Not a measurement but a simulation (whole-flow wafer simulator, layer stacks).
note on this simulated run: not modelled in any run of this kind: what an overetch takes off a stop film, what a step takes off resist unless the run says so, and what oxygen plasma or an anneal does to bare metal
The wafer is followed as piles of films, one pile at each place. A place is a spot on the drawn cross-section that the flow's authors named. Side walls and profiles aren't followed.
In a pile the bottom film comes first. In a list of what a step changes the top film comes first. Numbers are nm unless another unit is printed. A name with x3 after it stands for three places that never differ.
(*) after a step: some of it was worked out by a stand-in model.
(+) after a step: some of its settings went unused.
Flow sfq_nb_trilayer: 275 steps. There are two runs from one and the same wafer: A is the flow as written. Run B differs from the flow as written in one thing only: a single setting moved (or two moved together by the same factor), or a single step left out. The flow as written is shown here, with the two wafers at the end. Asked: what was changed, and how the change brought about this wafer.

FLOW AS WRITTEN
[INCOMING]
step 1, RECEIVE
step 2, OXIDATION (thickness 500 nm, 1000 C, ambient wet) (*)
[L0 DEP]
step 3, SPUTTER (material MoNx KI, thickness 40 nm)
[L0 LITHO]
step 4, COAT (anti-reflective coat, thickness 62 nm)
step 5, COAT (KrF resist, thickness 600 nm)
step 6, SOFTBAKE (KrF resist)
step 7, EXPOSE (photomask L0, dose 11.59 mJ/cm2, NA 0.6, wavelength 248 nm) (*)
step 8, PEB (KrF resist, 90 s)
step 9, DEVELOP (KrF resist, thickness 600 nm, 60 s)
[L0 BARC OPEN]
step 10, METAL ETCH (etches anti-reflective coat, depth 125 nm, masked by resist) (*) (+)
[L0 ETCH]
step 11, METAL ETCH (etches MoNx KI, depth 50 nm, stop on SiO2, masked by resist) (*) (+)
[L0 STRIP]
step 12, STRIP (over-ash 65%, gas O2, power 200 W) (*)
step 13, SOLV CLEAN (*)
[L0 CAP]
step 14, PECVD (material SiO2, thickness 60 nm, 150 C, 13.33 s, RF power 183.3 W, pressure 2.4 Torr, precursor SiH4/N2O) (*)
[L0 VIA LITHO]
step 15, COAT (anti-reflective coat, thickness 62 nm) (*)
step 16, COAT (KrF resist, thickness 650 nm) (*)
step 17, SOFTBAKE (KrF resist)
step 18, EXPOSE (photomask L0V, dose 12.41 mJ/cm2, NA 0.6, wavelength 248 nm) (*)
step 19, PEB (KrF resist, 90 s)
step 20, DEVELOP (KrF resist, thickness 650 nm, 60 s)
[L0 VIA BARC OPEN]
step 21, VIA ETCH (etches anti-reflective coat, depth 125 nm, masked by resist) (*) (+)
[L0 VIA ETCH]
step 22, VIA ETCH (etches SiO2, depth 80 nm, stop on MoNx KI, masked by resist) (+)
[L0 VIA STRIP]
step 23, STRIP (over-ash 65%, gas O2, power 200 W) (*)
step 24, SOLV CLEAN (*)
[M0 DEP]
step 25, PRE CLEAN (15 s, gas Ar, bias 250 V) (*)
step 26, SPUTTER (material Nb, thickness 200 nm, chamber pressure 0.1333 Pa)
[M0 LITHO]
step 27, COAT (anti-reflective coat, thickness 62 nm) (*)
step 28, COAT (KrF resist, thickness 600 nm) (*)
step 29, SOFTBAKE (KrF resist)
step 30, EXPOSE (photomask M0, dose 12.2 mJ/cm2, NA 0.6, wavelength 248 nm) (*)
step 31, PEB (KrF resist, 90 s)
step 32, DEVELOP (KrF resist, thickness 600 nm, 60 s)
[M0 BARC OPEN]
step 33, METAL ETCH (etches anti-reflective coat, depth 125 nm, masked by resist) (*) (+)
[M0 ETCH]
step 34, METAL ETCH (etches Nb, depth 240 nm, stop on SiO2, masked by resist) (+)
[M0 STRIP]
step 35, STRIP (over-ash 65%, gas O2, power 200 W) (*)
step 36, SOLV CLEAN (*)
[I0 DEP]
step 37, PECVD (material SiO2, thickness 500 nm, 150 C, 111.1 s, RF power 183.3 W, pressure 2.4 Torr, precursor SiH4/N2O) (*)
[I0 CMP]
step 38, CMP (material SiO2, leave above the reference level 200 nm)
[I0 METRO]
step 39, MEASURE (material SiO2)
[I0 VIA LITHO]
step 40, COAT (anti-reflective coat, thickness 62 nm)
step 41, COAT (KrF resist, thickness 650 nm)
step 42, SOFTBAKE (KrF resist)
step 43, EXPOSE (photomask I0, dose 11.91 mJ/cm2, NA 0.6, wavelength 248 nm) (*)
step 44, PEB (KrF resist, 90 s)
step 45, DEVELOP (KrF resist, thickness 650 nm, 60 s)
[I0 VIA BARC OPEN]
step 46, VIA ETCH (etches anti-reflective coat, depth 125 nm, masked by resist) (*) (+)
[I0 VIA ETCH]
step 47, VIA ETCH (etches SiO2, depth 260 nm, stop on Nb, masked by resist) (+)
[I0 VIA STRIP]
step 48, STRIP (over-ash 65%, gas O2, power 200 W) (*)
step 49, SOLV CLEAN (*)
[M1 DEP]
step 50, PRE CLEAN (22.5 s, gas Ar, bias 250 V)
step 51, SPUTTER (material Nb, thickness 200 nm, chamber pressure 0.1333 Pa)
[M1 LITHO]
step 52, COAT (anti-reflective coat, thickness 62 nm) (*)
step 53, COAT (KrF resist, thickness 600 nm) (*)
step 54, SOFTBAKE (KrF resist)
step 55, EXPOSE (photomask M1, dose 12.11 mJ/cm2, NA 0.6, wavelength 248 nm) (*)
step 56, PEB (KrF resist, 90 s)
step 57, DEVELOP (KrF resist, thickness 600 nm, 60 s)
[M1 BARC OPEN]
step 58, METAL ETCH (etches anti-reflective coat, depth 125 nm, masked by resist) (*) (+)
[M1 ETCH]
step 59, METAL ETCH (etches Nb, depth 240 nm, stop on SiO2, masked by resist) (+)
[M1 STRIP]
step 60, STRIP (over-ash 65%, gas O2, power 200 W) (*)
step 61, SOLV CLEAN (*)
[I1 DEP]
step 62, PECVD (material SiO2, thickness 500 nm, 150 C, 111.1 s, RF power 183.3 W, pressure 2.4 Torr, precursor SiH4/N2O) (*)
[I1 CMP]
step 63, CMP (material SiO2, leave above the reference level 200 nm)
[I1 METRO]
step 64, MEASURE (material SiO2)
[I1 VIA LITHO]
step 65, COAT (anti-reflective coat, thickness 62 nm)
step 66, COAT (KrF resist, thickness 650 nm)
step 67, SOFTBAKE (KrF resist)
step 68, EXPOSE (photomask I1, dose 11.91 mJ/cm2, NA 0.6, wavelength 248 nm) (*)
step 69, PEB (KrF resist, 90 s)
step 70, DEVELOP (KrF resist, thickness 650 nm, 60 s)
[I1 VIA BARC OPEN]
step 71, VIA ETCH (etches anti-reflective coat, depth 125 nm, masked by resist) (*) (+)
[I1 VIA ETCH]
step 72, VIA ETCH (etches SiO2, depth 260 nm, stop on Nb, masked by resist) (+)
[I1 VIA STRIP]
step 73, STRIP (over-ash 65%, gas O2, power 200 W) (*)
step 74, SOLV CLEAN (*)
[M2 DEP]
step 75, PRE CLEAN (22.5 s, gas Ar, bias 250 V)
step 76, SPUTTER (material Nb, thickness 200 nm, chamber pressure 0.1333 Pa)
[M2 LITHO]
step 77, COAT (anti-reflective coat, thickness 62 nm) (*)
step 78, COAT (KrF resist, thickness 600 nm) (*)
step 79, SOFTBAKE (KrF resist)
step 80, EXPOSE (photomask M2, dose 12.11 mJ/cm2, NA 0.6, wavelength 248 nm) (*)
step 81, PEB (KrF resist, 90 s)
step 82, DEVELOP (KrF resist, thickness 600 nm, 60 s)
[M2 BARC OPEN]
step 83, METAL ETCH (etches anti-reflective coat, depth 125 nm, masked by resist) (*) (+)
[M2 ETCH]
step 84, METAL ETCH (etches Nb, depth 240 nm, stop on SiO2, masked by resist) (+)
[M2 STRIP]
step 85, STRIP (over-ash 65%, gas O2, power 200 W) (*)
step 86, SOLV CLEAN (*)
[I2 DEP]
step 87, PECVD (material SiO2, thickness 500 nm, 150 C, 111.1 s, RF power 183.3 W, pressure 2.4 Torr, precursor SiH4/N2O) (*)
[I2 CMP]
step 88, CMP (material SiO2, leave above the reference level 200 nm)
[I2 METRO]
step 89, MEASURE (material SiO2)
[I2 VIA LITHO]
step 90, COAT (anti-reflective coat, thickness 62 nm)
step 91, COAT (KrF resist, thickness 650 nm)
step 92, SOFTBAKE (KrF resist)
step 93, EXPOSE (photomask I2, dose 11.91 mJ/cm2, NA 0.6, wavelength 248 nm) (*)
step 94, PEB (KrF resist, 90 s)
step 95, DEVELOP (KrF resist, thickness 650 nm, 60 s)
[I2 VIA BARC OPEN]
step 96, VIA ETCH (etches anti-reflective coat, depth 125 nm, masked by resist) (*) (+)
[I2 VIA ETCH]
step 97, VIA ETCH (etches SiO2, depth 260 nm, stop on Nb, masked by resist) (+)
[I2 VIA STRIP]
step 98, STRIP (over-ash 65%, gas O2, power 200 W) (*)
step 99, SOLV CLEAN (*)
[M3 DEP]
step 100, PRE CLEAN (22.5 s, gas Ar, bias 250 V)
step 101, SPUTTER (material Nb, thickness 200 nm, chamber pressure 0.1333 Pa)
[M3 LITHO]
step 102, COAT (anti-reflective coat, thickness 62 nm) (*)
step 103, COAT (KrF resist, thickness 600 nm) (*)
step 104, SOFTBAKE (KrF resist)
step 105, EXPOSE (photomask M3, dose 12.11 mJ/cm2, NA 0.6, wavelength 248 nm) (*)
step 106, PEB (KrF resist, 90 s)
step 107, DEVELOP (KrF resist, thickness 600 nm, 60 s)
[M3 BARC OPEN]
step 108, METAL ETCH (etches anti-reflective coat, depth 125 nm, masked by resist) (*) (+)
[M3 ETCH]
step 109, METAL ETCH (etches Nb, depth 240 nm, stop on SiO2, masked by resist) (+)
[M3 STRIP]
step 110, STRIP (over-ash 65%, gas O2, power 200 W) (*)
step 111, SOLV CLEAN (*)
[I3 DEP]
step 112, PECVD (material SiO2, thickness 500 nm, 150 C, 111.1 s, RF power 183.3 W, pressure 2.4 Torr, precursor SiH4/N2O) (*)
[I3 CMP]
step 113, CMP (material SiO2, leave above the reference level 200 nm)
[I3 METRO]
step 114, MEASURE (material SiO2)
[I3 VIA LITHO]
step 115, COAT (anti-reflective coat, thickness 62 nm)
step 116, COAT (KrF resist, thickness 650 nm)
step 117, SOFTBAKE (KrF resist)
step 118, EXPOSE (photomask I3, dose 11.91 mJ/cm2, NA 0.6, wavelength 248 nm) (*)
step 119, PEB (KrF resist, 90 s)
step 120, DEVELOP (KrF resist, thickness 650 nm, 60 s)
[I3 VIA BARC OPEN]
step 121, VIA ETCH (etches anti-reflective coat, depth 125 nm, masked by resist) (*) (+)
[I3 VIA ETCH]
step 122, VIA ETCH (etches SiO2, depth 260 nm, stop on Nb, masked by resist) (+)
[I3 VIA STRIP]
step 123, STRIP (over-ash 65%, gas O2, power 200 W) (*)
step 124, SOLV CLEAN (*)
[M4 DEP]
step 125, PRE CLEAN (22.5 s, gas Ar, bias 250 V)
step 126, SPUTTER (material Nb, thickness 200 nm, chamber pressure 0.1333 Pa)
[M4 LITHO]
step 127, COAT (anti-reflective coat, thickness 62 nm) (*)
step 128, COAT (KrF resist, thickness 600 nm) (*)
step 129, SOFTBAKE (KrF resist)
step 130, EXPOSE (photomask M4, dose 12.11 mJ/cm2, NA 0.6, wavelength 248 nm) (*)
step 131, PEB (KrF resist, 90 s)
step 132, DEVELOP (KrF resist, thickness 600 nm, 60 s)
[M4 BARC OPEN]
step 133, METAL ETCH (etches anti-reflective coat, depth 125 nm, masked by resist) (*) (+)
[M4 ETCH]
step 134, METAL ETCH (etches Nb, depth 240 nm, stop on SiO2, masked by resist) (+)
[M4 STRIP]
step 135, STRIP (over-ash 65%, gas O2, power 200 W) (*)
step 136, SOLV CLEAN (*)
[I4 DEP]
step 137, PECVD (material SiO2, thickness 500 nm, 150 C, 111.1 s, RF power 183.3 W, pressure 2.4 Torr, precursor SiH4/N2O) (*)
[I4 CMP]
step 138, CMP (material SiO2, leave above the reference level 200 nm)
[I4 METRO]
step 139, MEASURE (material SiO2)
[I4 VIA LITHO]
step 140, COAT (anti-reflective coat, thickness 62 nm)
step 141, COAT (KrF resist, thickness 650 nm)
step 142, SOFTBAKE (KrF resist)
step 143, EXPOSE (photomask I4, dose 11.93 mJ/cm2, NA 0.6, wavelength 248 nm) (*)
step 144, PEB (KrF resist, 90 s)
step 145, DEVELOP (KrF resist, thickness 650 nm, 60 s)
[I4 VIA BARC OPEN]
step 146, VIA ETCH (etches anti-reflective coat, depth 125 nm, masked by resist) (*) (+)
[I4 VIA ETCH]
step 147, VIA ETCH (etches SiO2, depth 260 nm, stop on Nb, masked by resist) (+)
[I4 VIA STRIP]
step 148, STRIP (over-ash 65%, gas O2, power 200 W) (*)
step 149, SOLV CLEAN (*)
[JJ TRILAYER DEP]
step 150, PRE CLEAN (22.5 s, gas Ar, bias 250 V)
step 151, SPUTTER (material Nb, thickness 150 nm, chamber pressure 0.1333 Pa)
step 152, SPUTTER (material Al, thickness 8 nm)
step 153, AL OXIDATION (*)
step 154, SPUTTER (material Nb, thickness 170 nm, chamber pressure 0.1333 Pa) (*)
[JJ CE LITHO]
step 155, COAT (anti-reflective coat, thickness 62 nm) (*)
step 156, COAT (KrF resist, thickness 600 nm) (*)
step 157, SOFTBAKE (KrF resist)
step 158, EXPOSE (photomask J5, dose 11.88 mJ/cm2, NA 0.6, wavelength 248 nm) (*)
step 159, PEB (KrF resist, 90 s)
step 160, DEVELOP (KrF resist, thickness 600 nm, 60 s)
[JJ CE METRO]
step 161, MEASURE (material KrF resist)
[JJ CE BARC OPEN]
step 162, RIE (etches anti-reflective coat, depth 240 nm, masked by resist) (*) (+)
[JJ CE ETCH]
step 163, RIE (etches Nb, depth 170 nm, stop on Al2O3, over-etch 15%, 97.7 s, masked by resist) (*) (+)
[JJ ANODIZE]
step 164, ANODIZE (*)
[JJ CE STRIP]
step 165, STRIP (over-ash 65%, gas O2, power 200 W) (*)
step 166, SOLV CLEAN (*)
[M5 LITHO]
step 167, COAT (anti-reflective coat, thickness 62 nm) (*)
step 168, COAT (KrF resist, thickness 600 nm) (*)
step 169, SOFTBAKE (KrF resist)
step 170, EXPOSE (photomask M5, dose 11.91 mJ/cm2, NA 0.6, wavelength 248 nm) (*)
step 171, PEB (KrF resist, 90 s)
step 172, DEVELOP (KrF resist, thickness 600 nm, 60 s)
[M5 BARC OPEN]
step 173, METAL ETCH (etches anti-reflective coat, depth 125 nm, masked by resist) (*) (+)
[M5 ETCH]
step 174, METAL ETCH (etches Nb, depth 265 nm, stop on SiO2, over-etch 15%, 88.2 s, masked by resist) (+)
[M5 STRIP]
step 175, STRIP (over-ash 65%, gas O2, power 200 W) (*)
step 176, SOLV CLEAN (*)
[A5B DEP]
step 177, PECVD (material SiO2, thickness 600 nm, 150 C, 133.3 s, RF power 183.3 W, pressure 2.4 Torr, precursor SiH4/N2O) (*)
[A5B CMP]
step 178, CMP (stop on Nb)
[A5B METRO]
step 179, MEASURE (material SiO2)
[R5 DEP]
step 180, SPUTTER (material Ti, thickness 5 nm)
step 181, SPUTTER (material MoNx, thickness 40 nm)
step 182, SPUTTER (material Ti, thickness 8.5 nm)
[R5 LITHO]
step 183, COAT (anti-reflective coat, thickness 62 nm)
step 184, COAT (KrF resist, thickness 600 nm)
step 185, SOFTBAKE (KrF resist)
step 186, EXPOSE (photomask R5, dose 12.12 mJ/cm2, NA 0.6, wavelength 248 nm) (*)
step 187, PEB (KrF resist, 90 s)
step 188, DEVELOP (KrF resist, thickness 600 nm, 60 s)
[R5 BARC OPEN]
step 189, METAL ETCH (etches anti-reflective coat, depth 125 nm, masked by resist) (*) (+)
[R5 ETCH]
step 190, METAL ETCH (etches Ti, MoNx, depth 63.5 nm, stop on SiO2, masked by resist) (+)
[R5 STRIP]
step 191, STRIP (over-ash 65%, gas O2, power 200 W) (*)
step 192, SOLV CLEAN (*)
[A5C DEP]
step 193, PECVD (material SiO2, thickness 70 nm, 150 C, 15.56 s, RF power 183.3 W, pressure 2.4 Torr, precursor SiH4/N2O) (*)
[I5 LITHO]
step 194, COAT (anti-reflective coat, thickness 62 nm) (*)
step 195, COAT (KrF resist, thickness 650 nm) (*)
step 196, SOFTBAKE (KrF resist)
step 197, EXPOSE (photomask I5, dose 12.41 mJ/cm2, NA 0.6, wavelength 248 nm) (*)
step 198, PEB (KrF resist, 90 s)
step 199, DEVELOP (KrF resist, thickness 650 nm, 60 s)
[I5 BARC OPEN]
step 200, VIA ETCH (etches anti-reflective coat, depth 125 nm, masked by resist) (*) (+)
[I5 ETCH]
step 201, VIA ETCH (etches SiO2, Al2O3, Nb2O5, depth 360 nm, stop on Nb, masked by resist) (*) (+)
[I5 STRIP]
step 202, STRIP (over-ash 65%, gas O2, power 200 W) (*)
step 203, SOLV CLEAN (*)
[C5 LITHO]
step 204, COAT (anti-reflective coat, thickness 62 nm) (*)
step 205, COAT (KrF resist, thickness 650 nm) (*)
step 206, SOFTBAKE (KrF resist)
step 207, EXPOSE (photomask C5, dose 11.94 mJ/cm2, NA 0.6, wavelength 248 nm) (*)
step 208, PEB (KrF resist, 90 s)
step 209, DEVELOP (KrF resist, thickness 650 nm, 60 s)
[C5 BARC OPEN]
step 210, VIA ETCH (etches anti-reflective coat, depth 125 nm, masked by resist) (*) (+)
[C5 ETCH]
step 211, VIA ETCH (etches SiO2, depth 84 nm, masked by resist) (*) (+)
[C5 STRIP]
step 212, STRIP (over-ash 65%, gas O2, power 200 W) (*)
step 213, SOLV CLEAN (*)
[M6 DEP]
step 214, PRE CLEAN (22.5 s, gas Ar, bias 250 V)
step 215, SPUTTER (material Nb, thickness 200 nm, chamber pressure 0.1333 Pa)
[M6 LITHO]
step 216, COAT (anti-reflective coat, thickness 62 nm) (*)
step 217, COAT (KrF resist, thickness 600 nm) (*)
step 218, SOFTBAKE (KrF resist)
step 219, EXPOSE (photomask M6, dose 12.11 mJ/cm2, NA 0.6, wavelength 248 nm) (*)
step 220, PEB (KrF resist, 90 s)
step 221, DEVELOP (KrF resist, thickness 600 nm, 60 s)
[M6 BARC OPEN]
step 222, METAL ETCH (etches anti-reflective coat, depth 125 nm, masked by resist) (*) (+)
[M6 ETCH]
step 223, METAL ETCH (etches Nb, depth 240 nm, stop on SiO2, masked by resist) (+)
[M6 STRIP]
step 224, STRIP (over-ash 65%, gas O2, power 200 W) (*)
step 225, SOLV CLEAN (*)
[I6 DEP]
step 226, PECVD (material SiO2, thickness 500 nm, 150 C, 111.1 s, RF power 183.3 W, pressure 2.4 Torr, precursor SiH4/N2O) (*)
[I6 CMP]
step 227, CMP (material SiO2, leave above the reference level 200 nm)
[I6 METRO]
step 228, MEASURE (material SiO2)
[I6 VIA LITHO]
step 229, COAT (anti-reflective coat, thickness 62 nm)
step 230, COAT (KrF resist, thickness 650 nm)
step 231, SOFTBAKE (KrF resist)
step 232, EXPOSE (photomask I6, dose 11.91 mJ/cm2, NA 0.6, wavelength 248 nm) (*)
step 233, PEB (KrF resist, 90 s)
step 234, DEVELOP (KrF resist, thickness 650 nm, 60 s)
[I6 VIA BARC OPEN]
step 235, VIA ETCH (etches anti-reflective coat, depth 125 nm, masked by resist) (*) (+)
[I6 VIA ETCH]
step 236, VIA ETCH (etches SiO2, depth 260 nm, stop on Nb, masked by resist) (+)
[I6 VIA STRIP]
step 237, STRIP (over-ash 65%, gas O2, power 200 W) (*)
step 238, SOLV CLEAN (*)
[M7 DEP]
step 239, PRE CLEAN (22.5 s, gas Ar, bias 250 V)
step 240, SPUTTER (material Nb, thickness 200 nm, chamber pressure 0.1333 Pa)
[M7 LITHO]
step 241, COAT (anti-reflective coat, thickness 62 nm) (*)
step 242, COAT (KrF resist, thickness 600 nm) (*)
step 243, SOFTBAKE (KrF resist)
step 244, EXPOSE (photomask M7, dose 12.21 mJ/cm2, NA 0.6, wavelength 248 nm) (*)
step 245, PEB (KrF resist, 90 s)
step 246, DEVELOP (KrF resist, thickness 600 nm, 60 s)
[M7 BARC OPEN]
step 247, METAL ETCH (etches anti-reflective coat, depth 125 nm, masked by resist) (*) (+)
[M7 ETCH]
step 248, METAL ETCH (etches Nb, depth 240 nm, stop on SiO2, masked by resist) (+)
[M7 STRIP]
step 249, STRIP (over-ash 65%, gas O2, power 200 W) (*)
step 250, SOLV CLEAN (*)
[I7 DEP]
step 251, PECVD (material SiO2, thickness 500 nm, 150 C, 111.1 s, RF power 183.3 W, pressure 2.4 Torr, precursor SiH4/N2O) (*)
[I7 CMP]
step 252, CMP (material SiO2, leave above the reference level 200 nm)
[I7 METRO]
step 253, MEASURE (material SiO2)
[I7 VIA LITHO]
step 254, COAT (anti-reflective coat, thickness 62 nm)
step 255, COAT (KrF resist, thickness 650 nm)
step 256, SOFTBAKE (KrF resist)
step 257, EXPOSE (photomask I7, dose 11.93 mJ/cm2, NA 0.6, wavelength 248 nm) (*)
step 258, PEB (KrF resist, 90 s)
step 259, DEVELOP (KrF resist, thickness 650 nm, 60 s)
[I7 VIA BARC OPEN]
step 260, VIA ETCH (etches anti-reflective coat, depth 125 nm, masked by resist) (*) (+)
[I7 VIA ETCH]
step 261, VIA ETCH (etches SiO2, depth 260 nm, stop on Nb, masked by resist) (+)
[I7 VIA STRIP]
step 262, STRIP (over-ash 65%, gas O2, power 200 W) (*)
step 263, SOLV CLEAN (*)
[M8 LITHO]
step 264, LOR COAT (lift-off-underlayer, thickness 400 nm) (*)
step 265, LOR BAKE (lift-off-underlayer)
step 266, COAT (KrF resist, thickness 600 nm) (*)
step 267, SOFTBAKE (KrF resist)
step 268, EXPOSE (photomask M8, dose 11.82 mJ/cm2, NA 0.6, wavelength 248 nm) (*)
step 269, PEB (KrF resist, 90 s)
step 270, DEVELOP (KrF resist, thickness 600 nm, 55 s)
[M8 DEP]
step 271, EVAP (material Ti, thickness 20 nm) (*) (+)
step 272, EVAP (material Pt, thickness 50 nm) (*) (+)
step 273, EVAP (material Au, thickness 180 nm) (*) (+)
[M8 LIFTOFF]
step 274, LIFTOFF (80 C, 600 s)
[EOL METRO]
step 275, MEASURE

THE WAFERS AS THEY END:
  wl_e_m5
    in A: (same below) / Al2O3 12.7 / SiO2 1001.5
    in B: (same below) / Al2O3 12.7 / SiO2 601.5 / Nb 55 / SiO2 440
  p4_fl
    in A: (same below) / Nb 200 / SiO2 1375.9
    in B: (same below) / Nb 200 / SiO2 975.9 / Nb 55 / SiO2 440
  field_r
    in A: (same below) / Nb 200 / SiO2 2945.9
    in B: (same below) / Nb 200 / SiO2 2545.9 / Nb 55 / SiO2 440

Cause: step 240, SPUTTER: thickness 295 nm was run, whereas the flow has thickness 200 nm.

The path from the change to this, step by step:
  step 240, SPUTTER (material Nb, thickness 200 nm, chamber pressure 0.1333 Pa)
      field_l, v_sur, via_wl and 102 more: A Nb gains 200 (new film) | B Nb gains 295 (new film)
      via_v: A Nb gains 161.1 | B Nb gains 238.2
  step 241, COAT (anti-reflective coat, thickness 62 nm) (*)
      via_v: A anti-reflective coat gains 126 (new film) | B anti-reflective coat gains 128.9 (new film)
  step 248, METAL ETCH (etches Nb, depth 240 nm, stop on SiO2, masked by resist) (+)
      field_l, field_r, lsp_l and 62 more: A Nb loses 200 (all of it) | B Nb loses 240
  step 249, STRIP (over-ash 65%, gas O2, power 200 W) (*)
      via_v: A KrF resist loses 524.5 (all of it), anti-reflective coat loses 126 (all of it) | B KrF resist loses 536.9 (all of it), anti-reflective coat loses 128.9 (all of it)
  step 251, PECVD (material SiO2, thickness 500 nm, 150 C, 111.1 s, RF power 183.3 W, pressure 2.4 Torr, precursor SiH4/N2O) (*)
      field_l, p4_fl, p4_fm and 56 more: A SiO2 gains 500 | B SiO2 gains 500 (new film)
      field_r, lsp_l: A SiO2 gains 477.7 | B SiO2 gains 473.2 (new film)
      (also at 4 further places)
  step 252, CMP (material SiO2, leave above the reference level 200 nm)
      field_l, p4_fl, p4_fm and 56 more: A SiO2 loses 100 | B SiO2 loses 60
      field_r, lsp_l: A SiO2 loses 77.7 | B SiO2 loses 33.2
      (also at 3 further places)
If metal films that touch count as one body, wl_e_m5 has 7 bodies (between them, from the top down: SiO2 601.5 / Al2O3 12.7 / Nb2O5 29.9; SiO2 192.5; SiO2 192.5; SiO2 192.5; SiO2 192.5; SiO2 192.5); the flow as written gives 6 bodies (between them, from the top down: SiO2 192.5; SiO2 192.5; SiO2 192.5; SiO2 192.5; SiO2 192.5).
If metal films that touch count as one body, p4_fl has 3 bodies (between them, from the top down: SiO2 975.9; SiO2 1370); the flow as written gives 2 bodies (between them, from the top down: SiO2 1370).
If metal films that touch count as one body, field_r has 2 bodies (between them, from the top down: SiO2 2545.9); the flow as written gives 1 body.
